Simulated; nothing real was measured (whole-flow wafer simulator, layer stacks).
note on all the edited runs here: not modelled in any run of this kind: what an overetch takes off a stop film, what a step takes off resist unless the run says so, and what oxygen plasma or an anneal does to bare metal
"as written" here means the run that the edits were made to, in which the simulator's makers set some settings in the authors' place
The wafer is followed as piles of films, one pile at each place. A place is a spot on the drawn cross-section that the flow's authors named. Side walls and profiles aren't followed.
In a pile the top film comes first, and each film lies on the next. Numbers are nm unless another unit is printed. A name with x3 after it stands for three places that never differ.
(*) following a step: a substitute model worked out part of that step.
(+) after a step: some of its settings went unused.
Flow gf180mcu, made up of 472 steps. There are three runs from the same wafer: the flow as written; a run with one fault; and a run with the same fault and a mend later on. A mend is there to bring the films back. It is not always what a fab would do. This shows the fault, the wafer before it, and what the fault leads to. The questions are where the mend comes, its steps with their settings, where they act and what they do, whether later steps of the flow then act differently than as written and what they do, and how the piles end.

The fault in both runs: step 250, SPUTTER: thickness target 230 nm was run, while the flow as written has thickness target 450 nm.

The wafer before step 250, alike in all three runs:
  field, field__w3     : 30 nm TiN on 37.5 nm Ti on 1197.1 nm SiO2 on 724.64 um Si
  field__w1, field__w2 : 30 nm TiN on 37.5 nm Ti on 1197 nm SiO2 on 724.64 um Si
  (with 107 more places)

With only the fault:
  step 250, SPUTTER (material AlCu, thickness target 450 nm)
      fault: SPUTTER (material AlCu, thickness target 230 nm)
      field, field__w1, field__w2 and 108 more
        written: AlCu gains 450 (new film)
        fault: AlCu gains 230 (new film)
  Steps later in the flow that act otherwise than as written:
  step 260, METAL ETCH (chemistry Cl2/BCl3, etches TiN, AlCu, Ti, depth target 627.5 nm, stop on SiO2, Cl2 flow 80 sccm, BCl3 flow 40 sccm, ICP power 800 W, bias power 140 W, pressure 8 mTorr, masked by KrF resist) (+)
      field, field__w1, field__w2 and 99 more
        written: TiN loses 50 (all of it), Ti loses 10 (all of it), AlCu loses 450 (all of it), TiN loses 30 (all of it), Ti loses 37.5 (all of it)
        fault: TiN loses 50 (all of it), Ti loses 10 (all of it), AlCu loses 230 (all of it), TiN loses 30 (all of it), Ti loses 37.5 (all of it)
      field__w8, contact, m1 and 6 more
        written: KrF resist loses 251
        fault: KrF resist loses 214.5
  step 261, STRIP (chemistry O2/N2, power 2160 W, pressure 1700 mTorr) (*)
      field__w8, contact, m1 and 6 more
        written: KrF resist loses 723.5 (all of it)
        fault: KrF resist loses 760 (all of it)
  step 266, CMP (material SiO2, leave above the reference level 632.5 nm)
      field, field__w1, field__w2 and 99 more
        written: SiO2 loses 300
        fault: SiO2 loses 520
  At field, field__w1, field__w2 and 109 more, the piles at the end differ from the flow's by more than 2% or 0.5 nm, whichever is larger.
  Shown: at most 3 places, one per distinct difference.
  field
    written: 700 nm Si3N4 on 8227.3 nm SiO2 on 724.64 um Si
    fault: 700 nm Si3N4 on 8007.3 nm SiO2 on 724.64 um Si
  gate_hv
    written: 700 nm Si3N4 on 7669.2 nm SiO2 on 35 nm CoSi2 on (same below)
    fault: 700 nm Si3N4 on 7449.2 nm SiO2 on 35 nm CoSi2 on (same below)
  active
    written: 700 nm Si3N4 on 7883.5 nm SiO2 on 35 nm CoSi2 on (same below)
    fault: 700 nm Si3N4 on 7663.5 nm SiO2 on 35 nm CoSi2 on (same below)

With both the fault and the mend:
  The mend stands after step 250.
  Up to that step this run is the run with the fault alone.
  step 250a, SPUTTER (material AlCu, thickness target 220 nm) (the flow's step 250 again, with other settings)
      field, field__w1, field__w2 and 108 more
        AlCu gains 220
  None of the later steps of the flow acts differently than as written at any place that is followed.
  At every place that both follow, the piles at the end match the flow's.
